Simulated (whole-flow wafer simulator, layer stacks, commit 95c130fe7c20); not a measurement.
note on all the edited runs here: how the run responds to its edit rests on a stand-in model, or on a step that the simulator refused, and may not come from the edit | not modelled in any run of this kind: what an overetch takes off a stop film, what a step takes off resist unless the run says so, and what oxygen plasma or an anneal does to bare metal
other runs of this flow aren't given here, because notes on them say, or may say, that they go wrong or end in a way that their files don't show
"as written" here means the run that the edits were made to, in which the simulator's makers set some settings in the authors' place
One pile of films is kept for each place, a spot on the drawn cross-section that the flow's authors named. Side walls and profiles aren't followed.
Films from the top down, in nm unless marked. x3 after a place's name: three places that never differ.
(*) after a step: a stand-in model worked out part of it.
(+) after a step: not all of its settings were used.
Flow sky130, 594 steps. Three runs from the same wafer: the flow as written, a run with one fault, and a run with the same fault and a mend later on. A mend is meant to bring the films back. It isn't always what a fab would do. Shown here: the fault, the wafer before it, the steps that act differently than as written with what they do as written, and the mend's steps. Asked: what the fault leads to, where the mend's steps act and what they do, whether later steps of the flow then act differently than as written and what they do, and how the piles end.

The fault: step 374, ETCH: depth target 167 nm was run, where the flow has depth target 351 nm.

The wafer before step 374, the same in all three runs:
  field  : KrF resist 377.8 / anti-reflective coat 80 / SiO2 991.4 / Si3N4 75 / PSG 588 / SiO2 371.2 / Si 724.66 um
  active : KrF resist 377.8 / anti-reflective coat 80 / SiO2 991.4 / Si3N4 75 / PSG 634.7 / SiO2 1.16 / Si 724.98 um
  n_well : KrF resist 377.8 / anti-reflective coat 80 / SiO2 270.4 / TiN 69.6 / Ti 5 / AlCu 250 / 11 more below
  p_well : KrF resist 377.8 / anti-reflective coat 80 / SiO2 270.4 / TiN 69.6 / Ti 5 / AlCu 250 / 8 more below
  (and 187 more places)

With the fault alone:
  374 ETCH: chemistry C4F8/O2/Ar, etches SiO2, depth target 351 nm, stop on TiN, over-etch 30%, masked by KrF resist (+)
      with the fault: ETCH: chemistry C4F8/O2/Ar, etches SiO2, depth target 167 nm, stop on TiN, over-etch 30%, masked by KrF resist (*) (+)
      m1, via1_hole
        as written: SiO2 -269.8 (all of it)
        with the fault: SiO2 -167
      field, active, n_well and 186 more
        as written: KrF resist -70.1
        with the fault: KrF resist -33.4
  Later steps of the flow that act differently than as written (8 more steps differ only slightly, by at most 2% or 0.5 nm, whichever is larger, and aren't shown):
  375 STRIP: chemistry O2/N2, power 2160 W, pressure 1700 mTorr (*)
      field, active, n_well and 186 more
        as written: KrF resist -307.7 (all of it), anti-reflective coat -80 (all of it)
        with the fault: KrF resist -344.4 (all of it), anti-reflective coat -80 (all of it)
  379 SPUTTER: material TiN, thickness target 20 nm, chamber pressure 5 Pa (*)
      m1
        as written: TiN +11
        with the fault: TiN +13.1 (new film)
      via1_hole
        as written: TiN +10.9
        with the fault: TiN +13.1 (new film)
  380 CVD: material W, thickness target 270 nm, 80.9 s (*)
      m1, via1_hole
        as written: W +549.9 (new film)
        with the fault: W +444.5 (new film)
  At the end the piles differ from the flow's by more than 2% or 0.5 nm, whichever is larger, at m1, via1_hole.
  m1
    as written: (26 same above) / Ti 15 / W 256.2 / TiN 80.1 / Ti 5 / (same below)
    with the fault: (26 same above) / Ti 15 / W 150.9 / TiN 13.1 / SiO2 102.8 / TiN 69.6 / Ti 5 / (same below)
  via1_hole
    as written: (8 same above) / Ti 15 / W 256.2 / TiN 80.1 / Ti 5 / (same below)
    with the fault: (8 same above) / Ti 15 / W 150.9 / TiN 13.1 / SiO2 102.8 / TiN 69.6 / Ti 5 / (same below)

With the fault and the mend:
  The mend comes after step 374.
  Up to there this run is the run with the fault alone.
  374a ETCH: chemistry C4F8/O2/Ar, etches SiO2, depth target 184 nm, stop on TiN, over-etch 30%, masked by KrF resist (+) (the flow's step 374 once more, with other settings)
      field, active, n_well and 186 more
        KrF resist -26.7
      m1, via1_hole
        SiO2 -102.8 (all of it)
  Later steps of the flow that act differently than as written:
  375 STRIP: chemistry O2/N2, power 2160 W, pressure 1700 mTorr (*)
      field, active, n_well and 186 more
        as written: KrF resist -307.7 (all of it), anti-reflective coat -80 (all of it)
        with the mend: KrF resist -317.7 (all of it), anti-reflective coat -80 (all of it)
  At the end the piles are the same as the flow's at every place that both follow.
